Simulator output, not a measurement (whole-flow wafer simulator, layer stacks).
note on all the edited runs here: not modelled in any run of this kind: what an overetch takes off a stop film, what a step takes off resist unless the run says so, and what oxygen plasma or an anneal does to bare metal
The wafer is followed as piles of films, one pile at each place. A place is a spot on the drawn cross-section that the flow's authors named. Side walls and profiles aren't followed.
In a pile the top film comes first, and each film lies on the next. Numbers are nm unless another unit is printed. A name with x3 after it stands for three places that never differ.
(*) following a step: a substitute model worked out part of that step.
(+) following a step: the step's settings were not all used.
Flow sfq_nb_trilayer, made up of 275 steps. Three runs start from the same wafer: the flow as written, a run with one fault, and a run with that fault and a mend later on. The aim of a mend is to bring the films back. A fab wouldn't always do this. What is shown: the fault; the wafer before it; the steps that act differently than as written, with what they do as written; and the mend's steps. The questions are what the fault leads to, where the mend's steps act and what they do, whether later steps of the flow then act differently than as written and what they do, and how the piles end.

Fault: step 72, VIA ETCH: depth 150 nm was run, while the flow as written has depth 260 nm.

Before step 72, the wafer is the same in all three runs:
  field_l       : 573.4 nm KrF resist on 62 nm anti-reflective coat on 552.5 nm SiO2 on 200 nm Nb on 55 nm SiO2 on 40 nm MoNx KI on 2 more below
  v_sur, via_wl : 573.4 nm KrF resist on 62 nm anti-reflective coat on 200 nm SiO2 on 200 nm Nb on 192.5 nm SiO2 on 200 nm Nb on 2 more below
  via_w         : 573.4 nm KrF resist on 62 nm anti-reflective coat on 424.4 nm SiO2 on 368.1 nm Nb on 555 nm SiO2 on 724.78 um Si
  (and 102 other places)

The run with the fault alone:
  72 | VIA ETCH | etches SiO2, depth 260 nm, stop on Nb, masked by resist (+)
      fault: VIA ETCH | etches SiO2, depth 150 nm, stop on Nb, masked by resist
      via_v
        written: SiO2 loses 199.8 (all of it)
        fault: SiO2 loses 150
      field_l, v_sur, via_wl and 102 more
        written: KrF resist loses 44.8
        fault: KrF resist loses 25.9
  Steps further on in the flow that do not act as written (not shown: 3 more steps that differ only slightly, by at most 2% or 0.5 nm, whichever is larger):
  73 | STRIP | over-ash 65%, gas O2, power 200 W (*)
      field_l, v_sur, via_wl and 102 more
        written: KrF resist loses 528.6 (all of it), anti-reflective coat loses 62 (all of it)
        fault: KrF resist loses 547.6 (all of it), anti-reflective coat loses 62 (all of it)
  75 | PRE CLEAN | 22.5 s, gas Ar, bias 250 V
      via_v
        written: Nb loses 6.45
        fault: SiO2 loses 7.5
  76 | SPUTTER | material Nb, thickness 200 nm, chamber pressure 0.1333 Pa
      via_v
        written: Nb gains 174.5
        fault: Nb gains 184.4 (new film)
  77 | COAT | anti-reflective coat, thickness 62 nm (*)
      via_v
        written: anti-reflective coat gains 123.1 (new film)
        fault: anti-reflective coat gains 111.5 (new film)
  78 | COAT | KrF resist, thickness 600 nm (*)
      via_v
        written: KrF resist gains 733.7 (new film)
        fault: KrF resist gains 694.3 (new film)
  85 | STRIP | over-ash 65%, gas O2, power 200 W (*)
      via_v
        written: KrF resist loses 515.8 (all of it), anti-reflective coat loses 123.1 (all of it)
        fault: KrF resist loses 476.4 (all of it), anti-reflective coat loses 111.5 (all of it)
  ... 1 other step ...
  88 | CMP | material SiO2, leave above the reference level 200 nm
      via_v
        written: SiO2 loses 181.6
        fault: SiO2 loses 157.1
  At via_v, the piles at the end differ from the flow's by more than 2% or 0.5 nm, whichever is larger.
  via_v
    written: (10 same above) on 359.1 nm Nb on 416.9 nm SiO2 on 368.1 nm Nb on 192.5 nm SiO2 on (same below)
    fault: (10 same above) on 359.1 nm Nb on 358.2 nm SiO2 on 184.4 nm Nb on 42.3 nm SiO2 on 200 nm Nb on 192.5 nm SiO2 on (same below)

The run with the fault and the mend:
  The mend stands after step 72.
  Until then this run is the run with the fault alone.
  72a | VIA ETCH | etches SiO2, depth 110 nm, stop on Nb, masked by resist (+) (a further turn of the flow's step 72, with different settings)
      field_l, v_sur, via_wl and 102 more
        KrF resist loses 12.9
      via_v
        SiO2 loses 49.8 (all of it)
  None of the later steps of the flow differs from how it acts as written, at any place that is followed, by more than 2% or 0.5 nm, whichever is larger.
  The piles end the same as the flow's at every place that both follow.
